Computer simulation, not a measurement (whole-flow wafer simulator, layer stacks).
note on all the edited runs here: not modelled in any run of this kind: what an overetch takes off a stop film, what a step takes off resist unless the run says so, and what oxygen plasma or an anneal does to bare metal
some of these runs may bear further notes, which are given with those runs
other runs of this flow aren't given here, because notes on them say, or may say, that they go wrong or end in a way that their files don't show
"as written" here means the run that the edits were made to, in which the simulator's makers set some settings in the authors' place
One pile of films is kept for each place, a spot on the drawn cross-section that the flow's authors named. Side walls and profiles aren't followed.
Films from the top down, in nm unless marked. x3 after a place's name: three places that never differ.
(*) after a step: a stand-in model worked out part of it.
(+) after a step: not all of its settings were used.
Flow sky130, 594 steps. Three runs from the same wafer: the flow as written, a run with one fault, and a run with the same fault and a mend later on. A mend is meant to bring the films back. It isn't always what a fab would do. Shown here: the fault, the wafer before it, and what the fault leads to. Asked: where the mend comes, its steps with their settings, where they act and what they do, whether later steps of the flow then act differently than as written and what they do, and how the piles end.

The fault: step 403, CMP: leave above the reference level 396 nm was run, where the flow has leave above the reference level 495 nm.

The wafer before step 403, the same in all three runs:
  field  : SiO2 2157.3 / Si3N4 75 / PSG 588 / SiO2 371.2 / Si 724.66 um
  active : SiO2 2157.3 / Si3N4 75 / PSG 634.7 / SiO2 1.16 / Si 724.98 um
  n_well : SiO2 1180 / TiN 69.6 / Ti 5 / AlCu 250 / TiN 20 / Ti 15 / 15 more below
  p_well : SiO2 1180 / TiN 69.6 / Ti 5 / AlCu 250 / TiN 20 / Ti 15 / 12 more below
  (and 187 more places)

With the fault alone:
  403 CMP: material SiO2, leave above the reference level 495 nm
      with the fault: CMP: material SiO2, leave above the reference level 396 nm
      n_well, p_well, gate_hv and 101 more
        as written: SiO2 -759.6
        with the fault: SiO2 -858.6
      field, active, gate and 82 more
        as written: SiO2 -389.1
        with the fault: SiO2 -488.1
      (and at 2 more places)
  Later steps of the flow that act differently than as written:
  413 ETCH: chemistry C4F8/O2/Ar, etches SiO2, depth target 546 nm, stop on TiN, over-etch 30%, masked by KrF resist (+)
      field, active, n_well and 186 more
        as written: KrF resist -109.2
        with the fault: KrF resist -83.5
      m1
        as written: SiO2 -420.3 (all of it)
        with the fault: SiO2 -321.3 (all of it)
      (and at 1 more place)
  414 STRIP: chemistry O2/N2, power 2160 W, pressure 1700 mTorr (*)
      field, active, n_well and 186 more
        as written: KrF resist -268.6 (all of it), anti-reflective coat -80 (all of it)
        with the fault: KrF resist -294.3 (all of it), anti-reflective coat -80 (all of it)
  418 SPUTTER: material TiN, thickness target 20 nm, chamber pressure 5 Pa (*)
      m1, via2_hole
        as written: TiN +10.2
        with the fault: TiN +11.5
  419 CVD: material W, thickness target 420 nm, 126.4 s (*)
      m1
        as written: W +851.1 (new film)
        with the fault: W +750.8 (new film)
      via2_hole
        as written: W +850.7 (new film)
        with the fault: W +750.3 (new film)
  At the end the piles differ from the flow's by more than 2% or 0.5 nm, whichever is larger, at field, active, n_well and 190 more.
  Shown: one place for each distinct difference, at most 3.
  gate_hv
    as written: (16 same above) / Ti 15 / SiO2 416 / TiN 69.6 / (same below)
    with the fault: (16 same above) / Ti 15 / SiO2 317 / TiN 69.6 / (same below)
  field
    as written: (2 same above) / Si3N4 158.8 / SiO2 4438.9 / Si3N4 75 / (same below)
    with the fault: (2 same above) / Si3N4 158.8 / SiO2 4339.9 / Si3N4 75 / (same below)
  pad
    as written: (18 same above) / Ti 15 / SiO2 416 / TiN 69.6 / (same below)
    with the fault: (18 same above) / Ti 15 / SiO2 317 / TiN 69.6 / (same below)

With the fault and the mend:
  The mend comes after step 403.
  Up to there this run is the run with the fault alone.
  403a HDPCVD: thickness target 99 nm (*) (the flow's step 402 once more, with other settings)
      field, active, n_well and 188 more
        SiO2 +99
  No later step of the flow acts differently than as written, at any place that is followed, by more than 2% or 0.5 nm, whichever is larger.
  At the end the piles are the same as the flow's at every place that both follow.
